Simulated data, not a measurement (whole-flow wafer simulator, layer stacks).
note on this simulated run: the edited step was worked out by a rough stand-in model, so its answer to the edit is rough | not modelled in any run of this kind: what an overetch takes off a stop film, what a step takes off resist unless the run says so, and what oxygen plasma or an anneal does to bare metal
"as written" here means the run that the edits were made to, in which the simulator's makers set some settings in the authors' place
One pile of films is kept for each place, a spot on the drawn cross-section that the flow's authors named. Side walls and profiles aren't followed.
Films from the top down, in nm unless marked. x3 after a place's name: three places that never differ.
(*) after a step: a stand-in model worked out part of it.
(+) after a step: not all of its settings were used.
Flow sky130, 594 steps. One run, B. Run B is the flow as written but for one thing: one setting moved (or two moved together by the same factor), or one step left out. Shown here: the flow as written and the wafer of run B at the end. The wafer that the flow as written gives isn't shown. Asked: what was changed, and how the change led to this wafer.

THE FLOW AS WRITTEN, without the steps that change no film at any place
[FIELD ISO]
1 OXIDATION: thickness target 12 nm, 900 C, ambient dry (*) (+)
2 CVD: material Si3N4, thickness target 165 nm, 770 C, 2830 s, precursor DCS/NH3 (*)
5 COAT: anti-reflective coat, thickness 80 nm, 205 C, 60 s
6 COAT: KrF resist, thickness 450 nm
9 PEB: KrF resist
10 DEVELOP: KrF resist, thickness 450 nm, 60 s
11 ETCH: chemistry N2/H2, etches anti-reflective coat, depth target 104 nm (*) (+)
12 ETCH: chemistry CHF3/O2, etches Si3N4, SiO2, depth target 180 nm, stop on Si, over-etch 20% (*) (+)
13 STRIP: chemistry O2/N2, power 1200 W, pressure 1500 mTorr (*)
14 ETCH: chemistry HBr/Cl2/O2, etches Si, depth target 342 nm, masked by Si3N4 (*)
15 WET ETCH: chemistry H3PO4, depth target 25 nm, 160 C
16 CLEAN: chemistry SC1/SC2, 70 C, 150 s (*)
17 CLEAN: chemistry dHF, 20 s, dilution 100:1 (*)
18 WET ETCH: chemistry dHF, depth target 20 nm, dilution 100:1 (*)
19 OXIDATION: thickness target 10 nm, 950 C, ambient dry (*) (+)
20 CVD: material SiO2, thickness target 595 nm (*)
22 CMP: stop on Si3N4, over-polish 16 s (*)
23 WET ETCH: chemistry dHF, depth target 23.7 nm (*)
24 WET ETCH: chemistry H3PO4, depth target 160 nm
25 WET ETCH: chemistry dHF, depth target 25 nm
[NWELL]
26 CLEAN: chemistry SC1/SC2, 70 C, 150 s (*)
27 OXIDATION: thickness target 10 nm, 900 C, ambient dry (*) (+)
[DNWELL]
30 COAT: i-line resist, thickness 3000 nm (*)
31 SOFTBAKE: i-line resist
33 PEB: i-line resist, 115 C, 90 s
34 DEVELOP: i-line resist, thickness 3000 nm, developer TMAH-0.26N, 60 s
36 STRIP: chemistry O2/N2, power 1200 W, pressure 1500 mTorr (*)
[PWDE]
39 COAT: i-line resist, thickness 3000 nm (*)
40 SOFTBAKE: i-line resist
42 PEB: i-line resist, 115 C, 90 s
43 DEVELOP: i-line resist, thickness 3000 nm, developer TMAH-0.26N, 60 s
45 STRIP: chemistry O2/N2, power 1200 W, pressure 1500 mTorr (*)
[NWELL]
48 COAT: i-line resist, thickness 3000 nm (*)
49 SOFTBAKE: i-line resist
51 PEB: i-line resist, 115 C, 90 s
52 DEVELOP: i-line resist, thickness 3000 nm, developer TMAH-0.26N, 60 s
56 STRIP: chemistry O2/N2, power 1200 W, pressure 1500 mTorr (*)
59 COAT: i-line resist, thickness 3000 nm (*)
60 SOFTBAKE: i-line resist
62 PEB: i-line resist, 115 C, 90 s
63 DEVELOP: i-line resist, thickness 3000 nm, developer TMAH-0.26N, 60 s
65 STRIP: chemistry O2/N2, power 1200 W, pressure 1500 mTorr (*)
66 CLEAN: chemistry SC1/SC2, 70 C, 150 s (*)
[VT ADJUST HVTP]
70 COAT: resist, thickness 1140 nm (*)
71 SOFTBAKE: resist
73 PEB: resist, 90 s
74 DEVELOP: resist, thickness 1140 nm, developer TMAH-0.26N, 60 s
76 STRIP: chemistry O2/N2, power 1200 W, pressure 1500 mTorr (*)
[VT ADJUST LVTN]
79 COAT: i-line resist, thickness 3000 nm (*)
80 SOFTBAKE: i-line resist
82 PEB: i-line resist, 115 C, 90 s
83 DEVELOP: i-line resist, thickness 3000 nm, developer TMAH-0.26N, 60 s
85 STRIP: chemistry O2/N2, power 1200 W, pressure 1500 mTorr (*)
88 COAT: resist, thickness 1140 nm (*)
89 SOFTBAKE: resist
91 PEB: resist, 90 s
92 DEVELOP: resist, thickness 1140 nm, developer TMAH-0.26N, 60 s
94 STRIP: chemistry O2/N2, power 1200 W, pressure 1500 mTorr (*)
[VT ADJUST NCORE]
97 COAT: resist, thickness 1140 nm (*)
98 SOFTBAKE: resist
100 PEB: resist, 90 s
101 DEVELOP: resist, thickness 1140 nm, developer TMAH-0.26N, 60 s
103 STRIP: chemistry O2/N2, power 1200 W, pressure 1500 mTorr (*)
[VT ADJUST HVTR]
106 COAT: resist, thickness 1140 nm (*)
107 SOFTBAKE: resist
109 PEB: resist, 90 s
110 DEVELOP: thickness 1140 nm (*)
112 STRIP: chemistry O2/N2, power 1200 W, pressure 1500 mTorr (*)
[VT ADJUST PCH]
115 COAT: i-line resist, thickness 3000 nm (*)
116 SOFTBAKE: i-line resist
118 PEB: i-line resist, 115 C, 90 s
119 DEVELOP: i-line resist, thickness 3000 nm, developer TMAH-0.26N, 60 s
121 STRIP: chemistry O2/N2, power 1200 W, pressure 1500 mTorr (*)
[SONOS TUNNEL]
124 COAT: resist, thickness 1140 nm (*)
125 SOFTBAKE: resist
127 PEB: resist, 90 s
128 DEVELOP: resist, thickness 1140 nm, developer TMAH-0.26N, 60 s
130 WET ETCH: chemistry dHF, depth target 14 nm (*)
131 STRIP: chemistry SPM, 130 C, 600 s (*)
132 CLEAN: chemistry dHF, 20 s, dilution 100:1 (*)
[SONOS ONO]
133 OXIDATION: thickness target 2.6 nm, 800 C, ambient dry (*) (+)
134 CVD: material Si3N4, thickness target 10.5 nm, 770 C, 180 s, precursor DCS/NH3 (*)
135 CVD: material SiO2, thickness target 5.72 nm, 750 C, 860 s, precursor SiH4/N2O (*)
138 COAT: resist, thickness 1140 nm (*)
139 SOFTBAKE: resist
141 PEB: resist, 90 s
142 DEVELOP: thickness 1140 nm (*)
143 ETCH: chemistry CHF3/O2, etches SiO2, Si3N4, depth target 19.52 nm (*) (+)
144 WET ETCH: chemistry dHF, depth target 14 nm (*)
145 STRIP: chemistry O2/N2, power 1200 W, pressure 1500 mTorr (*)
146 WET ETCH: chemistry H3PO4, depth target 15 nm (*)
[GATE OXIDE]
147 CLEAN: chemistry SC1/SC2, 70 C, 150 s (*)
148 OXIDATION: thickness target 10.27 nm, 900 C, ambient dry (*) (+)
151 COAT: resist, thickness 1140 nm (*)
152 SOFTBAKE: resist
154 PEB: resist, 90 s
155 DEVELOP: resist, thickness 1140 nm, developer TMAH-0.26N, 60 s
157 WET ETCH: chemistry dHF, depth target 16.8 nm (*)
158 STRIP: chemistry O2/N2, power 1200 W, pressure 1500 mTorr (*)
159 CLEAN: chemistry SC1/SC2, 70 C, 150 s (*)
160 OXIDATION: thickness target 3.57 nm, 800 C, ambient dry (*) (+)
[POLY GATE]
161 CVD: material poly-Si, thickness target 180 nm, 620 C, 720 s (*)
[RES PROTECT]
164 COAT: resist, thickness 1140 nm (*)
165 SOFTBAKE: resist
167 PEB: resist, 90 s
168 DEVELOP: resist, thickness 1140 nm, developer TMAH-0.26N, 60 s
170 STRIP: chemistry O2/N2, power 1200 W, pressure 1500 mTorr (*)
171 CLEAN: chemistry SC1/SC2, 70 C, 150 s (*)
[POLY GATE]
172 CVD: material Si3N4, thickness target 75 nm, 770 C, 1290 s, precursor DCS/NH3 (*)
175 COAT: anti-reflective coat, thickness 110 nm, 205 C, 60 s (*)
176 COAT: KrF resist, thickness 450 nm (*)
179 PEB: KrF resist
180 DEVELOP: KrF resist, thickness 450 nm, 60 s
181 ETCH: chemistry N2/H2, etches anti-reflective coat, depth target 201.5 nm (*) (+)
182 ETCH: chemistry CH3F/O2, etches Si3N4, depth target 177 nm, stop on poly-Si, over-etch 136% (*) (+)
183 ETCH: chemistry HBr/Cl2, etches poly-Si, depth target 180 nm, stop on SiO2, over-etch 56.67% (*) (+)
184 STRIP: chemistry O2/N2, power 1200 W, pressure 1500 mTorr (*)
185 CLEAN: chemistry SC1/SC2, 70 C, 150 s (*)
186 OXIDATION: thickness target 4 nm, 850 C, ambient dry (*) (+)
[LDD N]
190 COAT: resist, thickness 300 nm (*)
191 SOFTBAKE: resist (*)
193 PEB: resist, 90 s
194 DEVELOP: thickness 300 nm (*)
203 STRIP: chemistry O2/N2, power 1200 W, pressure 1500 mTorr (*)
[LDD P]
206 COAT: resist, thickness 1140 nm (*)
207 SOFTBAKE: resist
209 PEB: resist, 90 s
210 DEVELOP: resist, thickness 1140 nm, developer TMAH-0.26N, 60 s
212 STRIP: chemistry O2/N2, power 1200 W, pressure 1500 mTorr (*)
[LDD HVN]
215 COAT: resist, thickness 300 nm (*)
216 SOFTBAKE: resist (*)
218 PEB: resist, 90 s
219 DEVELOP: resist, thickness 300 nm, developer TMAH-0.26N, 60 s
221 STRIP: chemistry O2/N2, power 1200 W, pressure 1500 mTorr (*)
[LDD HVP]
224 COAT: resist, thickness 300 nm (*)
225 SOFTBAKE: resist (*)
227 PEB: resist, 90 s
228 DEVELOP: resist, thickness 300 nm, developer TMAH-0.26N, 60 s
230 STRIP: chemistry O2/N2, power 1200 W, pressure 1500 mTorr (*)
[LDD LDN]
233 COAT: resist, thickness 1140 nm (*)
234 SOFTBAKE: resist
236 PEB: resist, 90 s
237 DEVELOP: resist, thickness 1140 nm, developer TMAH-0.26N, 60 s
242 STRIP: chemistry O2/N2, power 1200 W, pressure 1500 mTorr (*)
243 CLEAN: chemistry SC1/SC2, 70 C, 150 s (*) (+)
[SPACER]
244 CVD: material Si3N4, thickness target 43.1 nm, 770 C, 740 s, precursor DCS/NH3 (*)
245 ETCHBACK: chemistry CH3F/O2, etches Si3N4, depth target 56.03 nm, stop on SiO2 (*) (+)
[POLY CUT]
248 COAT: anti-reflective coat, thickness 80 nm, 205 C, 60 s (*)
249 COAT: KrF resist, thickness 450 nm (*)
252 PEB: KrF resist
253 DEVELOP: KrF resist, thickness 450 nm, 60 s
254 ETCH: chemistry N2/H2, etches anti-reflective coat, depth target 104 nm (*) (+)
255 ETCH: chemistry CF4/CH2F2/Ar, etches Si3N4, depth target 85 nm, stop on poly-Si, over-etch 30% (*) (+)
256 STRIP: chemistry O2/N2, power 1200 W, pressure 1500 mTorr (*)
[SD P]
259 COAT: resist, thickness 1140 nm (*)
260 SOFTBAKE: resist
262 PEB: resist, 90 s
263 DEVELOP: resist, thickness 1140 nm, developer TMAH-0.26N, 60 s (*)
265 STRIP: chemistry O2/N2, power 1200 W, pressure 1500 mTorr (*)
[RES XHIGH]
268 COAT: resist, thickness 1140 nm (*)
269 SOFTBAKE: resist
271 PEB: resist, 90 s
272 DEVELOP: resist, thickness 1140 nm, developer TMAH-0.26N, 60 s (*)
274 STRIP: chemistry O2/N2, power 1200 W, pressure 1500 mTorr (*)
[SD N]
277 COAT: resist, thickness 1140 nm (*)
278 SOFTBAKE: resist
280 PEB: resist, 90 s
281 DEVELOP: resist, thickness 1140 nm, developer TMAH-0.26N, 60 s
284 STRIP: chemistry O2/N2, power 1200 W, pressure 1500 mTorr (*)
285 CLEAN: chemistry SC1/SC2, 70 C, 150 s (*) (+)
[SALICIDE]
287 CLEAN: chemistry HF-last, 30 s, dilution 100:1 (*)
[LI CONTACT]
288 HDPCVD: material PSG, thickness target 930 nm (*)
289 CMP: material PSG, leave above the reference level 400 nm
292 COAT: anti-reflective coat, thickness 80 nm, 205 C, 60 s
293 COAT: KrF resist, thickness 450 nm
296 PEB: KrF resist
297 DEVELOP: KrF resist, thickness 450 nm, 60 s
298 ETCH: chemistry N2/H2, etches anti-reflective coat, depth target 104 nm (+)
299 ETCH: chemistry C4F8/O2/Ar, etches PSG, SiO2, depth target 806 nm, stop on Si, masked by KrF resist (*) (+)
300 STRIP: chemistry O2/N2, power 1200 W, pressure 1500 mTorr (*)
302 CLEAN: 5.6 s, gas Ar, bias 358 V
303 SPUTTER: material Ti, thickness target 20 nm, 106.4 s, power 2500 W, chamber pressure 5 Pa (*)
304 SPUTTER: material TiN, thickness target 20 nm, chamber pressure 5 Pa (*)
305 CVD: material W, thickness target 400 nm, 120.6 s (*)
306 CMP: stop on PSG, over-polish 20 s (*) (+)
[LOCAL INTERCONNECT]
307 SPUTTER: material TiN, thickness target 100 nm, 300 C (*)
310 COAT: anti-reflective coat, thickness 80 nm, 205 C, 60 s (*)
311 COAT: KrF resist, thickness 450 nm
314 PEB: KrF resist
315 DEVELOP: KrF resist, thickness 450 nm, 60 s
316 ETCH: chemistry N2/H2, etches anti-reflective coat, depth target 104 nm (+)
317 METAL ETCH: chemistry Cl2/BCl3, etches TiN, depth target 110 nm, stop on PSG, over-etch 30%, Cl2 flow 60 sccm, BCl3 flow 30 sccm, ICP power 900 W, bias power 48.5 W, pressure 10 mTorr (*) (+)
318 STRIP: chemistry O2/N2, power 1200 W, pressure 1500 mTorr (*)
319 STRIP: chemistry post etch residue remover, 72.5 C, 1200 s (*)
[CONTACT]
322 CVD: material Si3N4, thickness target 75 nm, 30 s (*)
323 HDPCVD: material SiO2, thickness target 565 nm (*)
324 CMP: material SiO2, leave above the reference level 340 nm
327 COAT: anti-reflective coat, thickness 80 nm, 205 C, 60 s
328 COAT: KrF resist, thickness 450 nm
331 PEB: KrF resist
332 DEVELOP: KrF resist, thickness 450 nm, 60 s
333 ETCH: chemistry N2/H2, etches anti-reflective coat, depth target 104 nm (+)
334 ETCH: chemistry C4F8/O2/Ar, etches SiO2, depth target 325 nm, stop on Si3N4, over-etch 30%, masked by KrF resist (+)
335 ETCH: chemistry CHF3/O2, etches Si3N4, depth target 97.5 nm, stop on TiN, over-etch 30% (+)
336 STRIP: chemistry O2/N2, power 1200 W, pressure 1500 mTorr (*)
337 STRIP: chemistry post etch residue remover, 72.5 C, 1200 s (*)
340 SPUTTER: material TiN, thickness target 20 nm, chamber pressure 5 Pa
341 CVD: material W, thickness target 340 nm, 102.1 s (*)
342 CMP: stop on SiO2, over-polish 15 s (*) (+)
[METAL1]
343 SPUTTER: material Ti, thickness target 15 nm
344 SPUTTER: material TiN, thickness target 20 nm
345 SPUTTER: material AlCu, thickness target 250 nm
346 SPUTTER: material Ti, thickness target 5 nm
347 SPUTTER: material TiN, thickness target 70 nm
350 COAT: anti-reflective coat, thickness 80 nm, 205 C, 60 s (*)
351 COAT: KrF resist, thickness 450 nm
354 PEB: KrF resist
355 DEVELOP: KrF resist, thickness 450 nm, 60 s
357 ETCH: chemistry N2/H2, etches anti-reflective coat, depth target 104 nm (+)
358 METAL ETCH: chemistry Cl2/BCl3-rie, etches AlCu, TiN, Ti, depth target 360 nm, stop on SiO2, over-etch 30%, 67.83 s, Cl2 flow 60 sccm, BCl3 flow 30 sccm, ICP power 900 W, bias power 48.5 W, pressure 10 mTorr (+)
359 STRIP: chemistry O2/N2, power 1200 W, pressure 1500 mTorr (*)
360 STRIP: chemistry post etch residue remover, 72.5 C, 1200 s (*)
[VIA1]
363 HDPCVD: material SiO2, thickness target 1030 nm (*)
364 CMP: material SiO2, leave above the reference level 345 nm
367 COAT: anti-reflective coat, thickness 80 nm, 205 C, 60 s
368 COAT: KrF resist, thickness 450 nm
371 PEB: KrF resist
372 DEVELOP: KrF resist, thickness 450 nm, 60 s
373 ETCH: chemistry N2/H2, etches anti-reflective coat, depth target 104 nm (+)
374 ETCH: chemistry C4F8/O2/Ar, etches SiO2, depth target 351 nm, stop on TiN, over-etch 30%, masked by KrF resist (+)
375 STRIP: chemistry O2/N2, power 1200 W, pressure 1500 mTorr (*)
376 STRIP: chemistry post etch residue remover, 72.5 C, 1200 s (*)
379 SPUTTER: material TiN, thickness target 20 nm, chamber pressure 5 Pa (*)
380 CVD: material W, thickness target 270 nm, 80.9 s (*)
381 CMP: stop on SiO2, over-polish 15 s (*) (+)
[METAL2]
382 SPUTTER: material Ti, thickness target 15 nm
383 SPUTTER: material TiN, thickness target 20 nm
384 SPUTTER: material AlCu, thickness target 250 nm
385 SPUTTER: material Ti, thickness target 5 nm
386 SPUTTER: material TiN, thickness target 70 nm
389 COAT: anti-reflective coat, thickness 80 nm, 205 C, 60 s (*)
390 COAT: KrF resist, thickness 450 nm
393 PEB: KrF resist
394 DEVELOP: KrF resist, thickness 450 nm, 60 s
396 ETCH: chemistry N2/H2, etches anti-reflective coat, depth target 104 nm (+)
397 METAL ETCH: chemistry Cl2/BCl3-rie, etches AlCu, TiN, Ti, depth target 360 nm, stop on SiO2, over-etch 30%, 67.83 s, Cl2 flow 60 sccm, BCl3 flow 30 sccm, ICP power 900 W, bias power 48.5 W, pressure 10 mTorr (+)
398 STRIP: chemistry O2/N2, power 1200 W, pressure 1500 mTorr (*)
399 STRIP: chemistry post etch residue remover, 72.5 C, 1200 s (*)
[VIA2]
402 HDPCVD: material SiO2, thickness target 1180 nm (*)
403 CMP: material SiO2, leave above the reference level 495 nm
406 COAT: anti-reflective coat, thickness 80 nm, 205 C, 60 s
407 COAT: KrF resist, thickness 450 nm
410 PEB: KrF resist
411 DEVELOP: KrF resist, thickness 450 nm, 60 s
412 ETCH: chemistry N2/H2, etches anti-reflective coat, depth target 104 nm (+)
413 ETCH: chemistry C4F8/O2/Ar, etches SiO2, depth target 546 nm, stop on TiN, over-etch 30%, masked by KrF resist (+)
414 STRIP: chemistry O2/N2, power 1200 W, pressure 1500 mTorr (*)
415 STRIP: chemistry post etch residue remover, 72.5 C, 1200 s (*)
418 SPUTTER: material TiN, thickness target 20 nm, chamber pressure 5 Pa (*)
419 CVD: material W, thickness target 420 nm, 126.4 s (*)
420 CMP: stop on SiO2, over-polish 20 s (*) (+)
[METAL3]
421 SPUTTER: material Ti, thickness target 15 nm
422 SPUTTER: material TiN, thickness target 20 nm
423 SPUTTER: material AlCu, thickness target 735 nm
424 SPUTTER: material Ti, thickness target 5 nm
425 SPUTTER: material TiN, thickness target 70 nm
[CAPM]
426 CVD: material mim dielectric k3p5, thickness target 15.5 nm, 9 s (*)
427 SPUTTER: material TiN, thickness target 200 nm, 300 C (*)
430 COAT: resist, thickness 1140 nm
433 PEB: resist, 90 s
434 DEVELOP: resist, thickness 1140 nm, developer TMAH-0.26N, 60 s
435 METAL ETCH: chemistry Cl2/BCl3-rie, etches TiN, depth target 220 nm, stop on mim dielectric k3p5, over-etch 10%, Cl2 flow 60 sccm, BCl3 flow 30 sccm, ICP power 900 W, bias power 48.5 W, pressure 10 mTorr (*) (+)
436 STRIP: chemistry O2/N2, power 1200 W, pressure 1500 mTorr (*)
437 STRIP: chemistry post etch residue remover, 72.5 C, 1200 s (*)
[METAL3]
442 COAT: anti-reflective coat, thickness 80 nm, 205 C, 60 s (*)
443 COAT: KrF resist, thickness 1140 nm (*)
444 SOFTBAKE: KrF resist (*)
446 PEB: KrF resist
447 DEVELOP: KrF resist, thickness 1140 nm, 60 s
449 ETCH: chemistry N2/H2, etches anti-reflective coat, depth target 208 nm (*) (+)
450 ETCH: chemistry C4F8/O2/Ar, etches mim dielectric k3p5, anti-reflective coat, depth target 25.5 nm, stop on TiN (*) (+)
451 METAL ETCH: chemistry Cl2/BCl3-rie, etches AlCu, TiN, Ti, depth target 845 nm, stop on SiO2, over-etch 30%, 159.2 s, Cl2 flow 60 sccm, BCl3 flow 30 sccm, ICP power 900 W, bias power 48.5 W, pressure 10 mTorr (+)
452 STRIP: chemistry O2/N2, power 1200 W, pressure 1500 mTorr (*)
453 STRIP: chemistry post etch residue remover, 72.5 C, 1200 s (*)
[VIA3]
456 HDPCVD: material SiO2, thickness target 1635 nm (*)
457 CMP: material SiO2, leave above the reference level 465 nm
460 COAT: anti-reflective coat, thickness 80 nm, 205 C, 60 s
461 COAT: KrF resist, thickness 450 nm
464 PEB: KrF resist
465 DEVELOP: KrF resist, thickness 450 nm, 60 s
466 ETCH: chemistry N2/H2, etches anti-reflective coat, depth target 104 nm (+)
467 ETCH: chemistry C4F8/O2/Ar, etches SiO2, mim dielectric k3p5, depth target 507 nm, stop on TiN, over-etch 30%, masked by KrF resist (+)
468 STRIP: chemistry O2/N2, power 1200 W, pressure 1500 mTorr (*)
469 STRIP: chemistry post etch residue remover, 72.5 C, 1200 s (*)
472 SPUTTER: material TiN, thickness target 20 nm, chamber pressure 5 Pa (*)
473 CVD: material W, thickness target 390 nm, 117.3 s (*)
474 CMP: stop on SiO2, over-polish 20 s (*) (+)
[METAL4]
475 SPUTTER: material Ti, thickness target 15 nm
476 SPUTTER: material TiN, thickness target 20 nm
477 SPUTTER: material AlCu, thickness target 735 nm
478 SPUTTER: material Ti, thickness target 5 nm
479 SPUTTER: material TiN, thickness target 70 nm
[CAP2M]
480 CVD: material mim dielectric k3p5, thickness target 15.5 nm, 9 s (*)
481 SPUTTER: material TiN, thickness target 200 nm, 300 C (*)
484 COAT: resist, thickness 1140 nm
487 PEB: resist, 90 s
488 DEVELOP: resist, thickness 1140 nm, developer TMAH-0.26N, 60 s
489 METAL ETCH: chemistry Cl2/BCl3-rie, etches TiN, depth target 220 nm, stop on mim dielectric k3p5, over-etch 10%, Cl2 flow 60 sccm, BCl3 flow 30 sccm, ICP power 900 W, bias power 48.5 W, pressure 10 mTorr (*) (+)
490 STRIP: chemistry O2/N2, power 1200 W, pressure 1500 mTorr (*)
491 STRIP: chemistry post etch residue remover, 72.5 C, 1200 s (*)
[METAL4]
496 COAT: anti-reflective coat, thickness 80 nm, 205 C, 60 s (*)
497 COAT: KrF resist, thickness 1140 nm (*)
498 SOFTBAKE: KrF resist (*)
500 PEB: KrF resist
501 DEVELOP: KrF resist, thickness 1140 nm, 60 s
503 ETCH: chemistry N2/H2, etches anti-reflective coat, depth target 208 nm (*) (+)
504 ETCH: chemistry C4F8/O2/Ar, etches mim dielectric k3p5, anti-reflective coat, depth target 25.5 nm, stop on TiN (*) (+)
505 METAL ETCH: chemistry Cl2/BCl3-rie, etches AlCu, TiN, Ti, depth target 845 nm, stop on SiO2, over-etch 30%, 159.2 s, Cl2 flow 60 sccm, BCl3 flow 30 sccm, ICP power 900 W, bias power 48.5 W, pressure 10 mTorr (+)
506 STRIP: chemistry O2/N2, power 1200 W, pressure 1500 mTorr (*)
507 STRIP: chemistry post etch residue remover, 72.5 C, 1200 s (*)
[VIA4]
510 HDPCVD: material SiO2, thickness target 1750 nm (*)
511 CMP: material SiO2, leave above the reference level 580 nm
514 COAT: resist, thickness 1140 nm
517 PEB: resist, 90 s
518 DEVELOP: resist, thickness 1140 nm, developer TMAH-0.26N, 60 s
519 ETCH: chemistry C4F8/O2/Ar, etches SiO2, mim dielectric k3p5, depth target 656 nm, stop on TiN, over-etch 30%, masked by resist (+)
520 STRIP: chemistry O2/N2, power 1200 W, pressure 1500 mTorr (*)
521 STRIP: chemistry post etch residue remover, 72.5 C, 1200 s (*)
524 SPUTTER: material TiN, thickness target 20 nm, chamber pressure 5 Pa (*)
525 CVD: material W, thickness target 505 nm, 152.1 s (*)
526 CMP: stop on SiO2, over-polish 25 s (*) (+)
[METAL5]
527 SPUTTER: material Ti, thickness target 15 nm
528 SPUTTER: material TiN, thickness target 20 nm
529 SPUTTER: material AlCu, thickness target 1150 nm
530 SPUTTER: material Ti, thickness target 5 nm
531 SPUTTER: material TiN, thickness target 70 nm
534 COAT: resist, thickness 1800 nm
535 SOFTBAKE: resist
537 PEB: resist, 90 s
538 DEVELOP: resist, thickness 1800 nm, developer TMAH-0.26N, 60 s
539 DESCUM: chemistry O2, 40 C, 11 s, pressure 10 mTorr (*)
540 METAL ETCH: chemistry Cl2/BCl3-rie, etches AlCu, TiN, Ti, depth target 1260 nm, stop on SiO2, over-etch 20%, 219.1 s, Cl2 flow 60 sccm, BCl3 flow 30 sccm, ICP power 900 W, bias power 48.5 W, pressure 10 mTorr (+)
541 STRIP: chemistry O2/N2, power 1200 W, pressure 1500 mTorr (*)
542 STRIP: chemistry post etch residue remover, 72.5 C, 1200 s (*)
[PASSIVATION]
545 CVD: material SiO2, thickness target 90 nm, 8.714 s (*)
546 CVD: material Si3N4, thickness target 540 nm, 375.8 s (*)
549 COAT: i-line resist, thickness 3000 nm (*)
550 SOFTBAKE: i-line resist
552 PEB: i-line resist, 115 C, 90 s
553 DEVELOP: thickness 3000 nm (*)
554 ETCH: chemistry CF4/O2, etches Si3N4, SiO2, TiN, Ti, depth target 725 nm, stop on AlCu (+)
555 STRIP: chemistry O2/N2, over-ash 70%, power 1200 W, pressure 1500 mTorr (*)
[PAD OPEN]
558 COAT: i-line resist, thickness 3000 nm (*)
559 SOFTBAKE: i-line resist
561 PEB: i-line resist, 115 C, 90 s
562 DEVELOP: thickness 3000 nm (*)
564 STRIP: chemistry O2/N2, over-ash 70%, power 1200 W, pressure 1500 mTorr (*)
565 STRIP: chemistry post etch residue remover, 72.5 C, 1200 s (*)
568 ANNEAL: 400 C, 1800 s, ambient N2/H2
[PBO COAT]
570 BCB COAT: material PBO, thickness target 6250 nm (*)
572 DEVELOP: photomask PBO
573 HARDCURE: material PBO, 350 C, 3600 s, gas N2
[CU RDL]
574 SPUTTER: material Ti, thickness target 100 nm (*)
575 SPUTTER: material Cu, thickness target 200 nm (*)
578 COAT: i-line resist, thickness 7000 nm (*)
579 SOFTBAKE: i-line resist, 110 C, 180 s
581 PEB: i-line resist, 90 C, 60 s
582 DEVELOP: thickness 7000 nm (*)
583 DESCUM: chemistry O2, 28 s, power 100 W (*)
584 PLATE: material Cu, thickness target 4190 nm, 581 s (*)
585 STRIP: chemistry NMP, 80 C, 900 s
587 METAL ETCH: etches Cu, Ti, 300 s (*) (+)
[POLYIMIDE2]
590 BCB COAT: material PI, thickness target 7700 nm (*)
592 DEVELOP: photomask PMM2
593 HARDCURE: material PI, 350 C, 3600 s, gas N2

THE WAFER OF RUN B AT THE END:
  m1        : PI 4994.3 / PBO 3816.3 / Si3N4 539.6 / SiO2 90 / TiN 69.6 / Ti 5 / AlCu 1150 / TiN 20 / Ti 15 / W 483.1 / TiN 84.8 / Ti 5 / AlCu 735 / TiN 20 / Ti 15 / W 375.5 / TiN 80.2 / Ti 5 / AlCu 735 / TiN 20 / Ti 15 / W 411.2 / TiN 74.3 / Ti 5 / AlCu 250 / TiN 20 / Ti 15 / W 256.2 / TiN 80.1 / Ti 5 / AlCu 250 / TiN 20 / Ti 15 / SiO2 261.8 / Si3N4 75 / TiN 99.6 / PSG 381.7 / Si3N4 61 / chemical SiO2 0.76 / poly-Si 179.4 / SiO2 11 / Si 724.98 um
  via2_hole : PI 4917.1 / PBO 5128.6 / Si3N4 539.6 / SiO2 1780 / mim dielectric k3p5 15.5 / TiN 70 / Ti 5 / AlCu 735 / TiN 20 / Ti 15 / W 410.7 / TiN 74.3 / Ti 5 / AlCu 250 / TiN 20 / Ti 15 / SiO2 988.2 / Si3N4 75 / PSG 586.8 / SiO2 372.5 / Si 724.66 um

The cause: step 418, SPUTTER: thickness target 10 nm was run, where the flow has thickness target 20 nm.

How the change led to this, step by step:
  418 SPUTTER: material TiN, thickness target 20 nm, chamber pressure 5 Pa (*)
      field, active, n_well and 186 more: TiN +10 (new film) (as written it would be: TiN +20 (new film))
      m1: TiN +5.11 (as written it would be: TiN +10.2)
      (and at 1 more place)
  420 CMP: stop on SiO2, over-polish 20 s (*) (+)
      field, active, n_well and 186 more: W -420 (all of it), TiN -10 (all of it), SiO2 -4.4 (as written it would be: W -420 (all of it), TiN -20 (all of it), SiO2 -4.4)
      m1, via2_hole: W -435 (as written it would be: W -445)
